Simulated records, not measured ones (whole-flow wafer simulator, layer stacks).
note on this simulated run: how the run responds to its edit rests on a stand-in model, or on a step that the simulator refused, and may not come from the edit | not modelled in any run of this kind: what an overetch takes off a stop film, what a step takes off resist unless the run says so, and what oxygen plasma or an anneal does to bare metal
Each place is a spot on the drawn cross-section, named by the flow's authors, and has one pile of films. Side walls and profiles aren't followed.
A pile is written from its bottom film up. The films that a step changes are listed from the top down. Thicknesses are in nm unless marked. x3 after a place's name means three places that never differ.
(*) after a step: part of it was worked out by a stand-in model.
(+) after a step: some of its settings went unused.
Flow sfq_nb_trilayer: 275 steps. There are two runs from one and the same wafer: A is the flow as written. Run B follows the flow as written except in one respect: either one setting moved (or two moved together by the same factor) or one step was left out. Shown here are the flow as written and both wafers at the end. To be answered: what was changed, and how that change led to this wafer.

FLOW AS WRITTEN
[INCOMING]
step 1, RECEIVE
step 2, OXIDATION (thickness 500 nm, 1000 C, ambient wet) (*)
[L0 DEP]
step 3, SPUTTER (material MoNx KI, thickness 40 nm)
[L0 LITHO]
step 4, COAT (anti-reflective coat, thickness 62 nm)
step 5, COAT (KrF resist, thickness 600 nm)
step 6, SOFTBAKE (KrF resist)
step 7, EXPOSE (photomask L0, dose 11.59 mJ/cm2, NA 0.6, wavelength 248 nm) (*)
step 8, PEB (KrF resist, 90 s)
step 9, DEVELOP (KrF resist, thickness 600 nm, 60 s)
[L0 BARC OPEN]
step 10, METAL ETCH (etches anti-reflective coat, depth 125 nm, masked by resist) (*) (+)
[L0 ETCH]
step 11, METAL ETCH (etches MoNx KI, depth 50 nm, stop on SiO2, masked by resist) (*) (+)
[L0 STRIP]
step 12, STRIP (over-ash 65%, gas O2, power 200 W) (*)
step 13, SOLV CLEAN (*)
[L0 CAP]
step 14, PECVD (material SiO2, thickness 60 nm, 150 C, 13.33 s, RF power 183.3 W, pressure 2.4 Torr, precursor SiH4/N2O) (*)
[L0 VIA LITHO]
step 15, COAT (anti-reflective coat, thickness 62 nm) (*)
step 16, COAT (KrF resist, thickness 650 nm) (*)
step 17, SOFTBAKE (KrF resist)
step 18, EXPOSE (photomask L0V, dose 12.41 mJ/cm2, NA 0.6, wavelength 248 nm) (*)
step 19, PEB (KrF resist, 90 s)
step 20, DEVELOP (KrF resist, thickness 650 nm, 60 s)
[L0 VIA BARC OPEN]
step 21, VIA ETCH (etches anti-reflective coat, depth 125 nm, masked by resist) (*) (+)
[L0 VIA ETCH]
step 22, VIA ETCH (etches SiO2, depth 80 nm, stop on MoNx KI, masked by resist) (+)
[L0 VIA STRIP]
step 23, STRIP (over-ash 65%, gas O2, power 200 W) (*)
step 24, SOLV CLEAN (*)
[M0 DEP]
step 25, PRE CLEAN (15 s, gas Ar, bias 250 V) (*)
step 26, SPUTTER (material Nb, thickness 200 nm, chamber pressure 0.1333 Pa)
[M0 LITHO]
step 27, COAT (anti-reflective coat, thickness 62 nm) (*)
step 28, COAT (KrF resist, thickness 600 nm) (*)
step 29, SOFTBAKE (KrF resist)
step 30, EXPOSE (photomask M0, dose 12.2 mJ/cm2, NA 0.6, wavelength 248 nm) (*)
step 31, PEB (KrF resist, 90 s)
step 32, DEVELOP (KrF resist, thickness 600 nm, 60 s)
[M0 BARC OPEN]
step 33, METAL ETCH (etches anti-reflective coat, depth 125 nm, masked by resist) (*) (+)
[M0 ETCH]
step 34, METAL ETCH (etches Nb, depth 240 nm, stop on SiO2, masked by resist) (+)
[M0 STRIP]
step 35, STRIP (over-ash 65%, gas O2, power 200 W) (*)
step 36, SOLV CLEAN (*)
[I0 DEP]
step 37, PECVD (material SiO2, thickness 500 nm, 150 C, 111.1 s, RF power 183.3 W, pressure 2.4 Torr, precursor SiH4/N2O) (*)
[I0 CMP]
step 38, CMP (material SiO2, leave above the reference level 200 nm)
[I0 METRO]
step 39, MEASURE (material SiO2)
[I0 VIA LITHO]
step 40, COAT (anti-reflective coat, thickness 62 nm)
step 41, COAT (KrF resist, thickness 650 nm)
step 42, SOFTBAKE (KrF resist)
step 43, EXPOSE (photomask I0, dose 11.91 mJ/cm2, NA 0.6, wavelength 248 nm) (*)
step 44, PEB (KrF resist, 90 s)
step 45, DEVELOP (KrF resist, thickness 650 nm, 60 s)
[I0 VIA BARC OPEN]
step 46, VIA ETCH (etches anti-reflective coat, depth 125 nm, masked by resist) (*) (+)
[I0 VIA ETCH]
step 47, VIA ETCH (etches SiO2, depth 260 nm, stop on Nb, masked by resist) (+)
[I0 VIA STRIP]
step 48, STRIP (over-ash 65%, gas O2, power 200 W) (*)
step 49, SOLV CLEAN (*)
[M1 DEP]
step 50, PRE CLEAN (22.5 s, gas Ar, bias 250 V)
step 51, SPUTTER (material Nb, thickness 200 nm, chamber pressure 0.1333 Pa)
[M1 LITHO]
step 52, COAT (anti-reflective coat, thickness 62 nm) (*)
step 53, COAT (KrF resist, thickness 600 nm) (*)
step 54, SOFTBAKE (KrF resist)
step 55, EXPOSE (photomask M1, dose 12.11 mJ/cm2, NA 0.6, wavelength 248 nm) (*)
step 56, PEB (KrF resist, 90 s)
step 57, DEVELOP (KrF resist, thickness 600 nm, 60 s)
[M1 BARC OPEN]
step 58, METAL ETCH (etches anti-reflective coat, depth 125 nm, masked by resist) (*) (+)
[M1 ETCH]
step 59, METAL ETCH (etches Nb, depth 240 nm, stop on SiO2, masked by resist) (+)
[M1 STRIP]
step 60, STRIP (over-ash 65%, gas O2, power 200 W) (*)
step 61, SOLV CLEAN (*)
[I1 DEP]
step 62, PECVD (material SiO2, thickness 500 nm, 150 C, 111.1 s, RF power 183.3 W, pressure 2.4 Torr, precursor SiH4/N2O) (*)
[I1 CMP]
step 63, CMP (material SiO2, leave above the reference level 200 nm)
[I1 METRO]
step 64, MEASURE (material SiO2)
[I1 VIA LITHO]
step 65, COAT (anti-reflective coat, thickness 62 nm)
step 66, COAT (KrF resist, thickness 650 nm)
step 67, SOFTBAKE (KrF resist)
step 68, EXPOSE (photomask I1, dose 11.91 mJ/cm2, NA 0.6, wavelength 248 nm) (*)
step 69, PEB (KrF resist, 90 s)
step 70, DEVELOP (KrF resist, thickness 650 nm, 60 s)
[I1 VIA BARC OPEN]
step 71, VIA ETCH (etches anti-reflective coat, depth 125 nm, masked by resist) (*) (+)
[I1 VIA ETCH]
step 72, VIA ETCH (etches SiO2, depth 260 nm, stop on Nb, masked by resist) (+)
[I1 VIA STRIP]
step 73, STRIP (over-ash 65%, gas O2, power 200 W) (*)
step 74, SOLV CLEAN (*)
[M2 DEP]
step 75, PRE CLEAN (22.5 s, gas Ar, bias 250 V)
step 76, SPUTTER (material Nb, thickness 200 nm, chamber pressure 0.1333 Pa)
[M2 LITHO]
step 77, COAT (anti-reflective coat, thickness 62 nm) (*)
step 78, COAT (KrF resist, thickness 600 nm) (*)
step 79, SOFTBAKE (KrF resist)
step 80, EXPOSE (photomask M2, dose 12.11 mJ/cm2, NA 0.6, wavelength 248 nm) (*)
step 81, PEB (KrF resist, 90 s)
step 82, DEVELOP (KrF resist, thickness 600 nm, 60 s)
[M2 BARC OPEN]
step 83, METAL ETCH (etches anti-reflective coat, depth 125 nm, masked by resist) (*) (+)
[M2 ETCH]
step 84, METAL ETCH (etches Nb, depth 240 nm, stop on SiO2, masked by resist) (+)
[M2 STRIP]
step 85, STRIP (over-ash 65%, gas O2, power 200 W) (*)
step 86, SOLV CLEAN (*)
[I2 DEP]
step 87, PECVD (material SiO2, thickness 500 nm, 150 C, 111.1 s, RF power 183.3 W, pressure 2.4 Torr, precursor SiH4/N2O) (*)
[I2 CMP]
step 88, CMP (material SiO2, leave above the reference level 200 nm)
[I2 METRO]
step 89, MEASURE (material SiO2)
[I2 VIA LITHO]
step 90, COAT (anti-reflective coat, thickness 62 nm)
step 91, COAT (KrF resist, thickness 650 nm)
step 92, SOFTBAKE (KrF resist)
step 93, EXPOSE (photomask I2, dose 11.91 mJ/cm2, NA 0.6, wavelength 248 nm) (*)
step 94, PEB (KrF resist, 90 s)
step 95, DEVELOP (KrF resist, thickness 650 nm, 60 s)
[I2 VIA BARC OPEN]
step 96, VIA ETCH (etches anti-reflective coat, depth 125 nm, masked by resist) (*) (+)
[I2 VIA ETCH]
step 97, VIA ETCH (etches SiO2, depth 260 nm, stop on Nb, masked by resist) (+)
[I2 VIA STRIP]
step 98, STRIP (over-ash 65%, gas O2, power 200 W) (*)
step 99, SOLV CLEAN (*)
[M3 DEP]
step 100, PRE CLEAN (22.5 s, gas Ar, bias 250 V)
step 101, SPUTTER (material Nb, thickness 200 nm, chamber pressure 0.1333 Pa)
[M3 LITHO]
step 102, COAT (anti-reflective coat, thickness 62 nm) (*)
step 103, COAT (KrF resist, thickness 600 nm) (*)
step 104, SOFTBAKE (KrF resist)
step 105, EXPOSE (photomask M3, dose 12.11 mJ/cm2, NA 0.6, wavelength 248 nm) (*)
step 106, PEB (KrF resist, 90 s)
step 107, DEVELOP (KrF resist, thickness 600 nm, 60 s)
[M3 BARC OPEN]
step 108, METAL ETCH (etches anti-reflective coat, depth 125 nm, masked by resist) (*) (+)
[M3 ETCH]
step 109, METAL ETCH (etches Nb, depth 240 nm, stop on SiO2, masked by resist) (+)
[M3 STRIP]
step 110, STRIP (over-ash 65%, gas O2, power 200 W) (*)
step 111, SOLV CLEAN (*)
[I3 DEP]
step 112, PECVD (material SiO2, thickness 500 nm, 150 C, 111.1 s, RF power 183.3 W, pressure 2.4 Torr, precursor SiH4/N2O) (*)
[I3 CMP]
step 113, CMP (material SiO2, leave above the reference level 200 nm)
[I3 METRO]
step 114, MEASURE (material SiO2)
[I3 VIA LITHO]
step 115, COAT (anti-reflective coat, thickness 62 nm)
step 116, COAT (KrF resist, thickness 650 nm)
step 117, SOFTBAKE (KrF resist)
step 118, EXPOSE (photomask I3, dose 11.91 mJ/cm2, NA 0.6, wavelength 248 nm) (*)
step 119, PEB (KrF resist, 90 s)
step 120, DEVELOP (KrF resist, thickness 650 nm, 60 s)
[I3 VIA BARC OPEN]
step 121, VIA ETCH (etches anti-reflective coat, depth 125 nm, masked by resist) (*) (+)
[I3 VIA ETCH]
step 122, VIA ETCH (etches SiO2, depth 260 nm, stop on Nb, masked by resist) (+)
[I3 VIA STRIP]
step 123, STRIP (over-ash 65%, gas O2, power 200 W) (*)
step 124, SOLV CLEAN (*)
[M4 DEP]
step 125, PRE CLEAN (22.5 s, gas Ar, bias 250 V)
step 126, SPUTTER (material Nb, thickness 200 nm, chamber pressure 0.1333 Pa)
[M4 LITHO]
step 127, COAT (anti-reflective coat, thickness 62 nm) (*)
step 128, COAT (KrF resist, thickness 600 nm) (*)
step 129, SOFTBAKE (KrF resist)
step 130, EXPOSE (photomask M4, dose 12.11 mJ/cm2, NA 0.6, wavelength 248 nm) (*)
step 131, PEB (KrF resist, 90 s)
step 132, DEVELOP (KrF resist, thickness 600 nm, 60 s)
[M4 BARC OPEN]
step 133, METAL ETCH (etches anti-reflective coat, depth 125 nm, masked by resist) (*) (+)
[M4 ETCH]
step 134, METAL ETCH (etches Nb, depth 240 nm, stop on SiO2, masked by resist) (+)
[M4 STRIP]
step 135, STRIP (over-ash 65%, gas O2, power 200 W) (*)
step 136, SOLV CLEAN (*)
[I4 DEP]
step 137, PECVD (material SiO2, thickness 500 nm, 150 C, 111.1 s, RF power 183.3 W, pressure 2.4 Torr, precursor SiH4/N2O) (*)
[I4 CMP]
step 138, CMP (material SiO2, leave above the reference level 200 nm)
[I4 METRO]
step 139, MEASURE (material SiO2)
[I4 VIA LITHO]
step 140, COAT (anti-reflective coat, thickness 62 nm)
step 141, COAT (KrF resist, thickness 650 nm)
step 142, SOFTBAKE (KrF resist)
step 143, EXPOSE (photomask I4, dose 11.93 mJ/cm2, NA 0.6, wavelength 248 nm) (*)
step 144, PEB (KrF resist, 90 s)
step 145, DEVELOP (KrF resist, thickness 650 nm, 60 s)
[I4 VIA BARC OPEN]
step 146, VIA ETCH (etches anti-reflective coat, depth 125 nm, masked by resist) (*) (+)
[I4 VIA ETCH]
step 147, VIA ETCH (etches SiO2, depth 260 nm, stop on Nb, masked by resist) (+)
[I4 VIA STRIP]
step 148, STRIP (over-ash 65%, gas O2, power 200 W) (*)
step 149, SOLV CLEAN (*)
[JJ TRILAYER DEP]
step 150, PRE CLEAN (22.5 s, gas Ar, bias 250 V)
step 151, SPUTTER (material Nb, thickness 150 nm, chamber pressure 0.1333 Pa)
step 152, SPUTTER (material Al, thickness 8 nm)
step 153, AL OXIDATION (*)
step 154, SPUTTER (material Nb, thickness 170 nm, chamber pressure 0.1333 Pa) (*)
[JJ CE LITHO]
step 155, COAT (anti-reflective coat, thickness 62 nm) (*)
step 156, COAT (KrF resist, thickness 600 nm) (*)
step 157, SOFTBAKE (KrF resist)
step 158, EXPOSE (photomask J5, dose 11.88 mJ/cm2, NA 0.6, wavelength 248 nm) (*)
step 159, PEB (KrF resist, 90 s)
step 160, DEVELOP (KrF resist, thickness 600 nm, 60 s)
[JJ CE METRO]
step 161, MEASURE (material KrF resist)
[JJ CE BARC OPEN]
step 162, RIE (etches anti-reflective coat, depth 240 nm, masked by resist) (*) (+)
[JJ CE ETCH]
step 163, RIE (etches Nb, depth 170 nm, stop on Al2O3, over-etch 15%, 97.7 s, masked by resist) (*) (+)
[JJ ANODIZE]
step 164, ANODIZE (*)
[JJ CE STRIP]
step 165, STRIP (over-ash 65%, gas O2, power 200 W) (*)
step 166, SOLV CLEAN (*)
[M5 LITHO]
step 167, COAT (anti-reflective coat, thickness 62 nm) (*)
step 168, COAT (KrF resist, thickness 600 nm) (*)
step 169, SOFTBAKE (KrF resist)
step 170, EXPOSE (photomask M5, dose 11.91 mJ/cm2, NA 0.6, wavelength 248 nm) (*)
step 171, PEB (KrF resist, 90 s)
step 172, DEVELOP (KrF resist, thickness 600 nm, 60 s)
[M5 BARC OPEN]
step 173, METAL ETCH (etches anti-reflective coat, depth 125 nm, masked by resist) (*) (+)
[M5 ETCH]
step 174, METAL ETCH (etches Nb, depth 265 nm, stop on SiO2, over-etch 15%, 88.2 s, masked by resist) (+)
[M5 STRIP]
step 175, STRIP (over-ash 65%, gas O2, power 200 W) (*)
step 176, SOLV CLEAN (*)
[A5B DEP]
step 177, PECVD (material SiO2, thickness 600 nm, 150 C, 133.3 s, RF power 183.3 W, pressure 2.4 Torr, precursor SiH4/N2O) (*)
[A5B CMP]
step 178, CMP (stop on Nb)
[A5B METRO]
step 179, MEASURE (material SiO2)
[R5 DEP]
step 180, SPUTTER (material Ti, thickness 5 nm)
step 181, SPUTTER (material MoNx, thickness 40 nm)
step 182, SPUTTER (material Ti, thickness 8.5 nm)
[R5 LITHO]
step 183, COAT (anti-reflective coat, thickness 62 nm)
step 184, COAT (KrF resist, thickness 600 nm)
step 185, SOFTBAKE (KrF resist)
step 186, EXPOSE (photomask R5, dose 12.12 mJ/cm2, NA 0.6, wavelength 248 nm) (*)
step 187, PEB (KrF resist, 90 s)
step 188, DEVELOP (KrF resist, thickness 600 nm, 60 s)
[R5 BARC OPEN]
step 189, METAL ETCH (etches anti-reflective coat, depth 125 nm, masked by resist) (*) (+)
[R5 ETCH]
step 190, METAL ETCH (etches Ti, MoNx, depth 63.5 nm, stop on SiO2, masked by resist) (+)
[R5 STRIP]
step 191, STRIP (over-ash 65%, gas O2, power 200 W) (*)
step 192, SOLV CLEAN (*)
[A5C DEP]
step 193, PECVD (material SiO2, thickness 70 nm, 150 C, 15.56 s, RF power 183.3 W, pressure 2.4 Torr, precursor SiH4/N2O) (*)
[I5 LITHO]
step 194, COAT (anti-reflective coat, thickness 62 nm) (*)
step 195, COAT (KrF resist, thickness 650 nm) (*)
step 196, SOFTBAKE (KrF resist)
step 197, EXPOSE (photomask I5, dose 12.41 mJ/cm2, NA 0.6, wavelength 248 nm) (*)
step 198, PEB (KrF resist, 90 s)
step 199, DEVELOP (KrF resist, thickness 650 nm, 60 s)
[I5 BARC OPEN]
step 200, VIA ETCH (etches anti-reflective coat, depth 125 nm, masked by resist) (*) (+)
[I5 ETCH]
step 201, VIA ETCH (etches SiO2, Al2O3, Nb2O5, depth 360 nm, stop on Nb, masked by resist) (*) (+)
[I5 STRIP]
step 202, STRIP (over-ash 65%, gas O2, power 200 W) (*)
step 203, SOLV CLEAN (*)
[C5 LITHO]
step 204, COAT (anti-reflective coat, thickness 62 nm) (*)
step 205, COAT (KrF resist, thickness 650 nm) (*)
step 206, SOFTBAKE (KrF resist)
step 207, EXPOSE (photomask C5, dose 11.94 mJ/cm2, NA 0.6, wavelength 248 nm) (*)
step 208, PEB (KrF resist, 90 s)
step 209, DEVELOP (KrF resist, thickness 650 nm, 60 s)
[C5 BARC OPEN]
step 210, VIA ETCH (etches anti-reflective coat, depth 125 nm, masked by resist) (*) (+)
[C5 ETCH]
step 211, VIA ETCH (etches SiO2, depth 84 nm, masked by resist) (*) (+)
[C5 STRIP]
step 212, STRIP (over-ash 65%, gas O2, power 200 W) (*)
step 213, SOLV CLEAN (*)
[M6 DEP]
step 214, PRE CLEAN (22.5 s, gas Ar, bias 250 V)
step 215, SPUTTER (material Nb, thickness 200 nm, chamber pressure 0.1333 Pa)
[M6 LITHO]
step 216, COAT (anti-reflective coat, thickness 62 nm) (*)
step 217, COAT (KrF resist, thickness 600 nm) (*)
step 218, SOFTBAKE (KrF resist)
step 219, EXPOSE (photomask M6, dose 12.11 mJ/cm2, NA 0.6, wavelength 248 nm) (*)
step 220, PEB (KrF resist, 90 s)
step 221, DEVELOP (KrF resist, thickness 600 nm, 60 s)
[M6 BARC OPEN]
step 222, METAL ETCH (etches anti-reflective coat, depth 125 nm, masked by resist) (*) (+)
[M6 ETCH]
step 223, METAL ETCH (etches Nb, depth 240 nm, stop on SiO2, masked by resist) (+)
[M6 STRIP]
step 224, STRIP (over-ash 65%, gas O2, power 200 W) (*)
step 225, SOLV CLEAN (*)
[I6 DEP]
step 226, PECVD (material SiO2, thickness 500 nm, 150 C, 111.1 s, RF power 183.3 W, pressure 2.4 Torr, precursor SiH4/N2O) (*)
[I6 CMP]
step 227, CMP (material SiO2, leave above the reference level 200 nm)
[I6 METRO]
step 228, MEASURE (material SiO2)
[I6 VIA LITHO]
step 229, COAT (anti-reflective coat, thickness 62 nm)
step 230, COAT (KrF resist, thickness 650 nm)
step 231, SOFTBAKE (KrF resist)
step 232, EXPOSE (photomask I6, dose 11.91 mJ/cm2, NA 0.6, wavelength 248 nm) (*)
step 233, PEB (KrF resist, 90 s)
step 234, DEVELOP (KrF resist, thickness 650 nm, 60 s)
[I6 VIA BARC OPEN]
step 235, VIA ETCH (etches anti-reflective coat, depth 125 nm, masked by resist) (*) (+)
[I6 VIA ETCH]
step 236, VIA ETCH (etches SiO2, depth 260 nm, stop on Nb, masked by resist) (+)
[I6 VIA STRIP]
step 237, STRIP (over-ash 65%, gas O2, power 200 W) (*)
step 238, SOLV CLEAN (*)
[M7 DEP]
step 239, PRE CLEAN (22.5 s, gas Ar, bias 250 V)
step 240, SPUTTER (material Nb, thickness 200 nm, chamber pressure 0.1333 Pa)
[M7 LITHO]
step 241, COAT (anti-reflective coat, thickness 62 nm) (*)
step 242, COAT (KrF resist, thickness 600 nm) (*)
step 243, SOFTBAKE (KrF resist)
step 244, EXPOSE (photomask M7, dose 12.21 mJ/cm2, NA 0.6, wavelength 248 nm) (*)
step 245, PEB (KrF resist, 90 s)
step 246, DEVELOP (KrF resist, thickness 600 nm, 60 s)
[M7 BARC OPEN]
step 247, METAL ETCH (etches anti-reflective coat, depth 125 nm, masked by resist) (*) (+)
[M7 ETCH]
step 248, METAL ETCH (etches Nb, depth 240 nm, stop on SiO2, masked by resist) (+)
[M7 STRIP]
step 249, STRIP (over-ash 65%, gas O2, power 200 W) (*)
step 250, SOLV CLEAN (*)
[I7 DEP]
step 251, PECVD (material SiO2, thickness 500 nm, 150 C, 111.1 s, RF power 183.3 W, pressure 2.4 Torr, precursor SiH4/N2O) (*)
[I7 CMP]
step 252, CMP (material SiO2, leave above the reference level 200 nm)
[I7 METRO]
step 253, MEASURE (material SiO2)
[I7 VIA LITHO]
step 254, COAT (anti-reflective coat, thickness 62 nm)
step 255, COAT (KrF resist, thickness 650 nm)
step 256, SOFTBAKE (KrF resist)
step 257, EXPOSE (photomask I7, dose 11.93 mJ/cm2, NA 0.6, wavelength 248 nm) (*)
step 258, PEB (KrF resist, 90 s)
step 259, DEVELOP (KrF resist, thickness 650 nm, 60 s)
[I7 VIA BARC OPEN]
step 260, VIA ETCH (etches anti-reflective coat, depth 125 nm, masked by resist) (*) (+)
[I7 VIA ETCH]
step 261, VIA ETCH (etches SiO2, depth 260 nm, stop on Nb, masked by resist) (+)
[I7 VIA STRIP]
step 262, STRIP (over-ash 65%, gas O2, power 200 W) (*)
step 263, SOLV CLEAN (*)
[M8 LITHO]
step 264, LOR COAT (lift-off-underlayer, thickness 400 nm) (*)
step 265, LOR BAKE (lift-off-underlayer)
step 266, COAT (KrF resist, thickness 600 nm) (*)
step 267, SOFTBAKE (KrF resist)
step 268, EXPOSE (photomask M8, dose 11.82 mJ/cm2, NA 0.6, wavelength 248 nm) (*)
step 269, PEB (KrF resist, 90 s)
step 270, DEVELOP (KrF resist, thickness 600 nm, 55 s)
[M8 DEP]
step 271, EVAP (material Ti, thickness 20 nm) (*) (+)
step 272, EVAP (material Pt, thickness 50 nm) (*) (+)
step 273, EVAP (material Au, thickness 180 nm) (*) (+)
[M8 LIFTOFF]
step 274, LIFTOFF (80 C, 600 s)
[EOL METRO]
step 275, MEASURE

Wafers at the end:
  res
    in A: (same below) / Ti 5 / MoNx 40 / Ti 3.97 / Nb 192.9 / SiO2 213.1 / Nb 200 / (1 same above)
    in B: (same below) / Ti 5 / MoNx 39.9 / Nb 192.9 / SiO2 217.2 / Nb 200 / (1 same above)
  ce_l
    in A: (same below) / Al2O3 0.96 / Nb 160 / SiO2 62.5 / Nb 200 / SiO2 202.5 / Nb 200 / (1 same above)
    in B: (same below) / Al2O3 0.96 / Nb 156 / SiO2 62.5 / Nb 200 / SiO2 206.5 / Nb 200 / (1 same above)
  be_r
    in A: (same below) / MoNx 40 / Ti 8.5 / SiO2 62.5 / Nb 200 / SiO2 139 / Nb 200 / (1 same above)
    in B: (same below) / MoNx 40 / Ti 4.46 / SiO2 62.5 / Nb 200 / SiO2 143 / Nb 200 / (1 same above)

The reason: step 182, SPUTTER: thickness 4.46 nm was run, whereas the flow has thickness 8.5 nm.
The wafer lets one read it off: be_r has Ti 4.46, and step 182 as written asks for 8.5 nm.

Step by step, how the change led to this:
  step 182, SPUTTER (material Ti, thickness 8.5 nm)
      field_l, v_sur, via_wl and 103 more: A +8.5 Ti (new film) | B +4.46 Ti (new film)
  step 190, METAL ETCH (etches Ti, MoNx, depth 63.5 nm, stop on SiO2, masked by resist) (+)
      field_l, v_sur, via_wl and 92 more: A -8.5 Ti (all of it), -40 MoNx (all of it), -5 Ti (all of it) | B -4.46 Ti (all of it), -40 MoNx (all of it), -5 Ti (all of it)
      ce_l, c5j, ce_r, wl_jj: A -8.5 Ti (all of it), -40 MoNx (all of it), -5 Ti (all of it), -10 Nb | B -4.46 Ti (all of it), -40 MoNx (all of it), -5 Ti (all of it), -14 Nb
  step 194, COAT (anti-reflective coat, thickness 62 nm) (*)
      r5r_spacepad_l, r5r_spacepad_r: A +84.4 anti-reflective coat (new film) | B +82.6 anti-reflective coat (new film)
      ce_l: A +67.2 anti-reflective coat (new film) | B +69 anti-reflective coat (new film)
      (as well as at 2 more places)
  step 202, STRIP (over-ash 65%, gas O2, power 200 W) (*)
      r5r_spacepad_l, r5r_spacepad_r: A -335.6 KrF resist (all of it), -84.4 anti-reflective coat (all of it) | B -335.5 KrF resist (all of it), -82.6 anti-reflective coat (all of it)
      ce_l: A -341.5 KrF resist (all of it), -67.2 anti-reflective coat (all of it) | B -342.6 KrF resist (all of it), -69 anti-reflective coat (all of it)
      (as well as at 2 more places)
  step 204, COAT (anti-reflective coat, thickness 62 nm) (*)
      r5r_spacepad_l, r5r_spacepad_r: A +84.4 anti-reflective coat (new film) | B +82.6 anti-reflective coat (new film)
      ce_l: A +66 anti-reflective coat (new film) | B +67.8 anti-reflective coat (new film)
      (as well as at 2 more places)
  step 212, STRIP (over-ash 65%, gas O2, power 200 W) (*)
      r5r_spacepad_l, r5r_spacepad_r: A -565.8 KrF resist (all of it), -84.4 anti-reflective coat (all of it) | B -565.3 KrF resist (all of it), -82.6 anti-reflective coat (all of it)
      ce_l: A -567.4 KrF resist (all of it), -66 anti-reflective coat (all of it) | B -568.2 KrF resist (all of it), -67.8 anti-reflective coat (all of it)
      (as well as at 2 more places)
  step 214, PRE CLEAN (22.5 s, gas Ar, bias 250 V)
      res: A -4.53 Ti | B -4.46 Ti (all of it), -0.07 MoNx
  step 216, COAT (anti-reflective coat, thickness 62 nm) (*)
      r5r_spacepad_l, r5r_spacepad_r: A +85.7 anti-reflective coat (new film) | B +83.7 anti-reflective coat (new film)
      ce_l: A +48 anti-reflective coat (new film) | B +49.3 anti-reflective coat (new film)
      (as well as at 2 more places)
  step 222, METAL ETCH (etches anti-reflective coat, depth 125 nm, masked by resist) (*) (+)
      r5r_spacepad_l, r5r_spacepad_r: A -85.7 anti-reflective coat (all of it) | B -83.7 anti-reflective coat (all of it)
  step 224, STRIP (over-ash 65%, gas O2, power 200 W) (*)
      ce_l: A -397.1 KrF resist (all of it), -48 anti-reflective coat (all of it) | B -398.6 KrF resist (all of it), -49.3 anti-reflective coat (all of it)
      ce_r: A -403.5 KrF resist (all of it), -48.8 anti-reflective coat (all of it) | B -404.6 KrF resist (all of it), -50 anti-reflective coat (all of it)
      (as well as at 1 more place)
  step 227, CMP (material SiO2, leave above the reference level 200 nm)
      r5r_line_l, r5r_line_c, r5r_line_r: A -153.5 SiO2 | B -149.5 SiO2
      r5r_spacepad_l, r5r_spacepad_r: A -153.5 SiO2 | B -147 SiO2
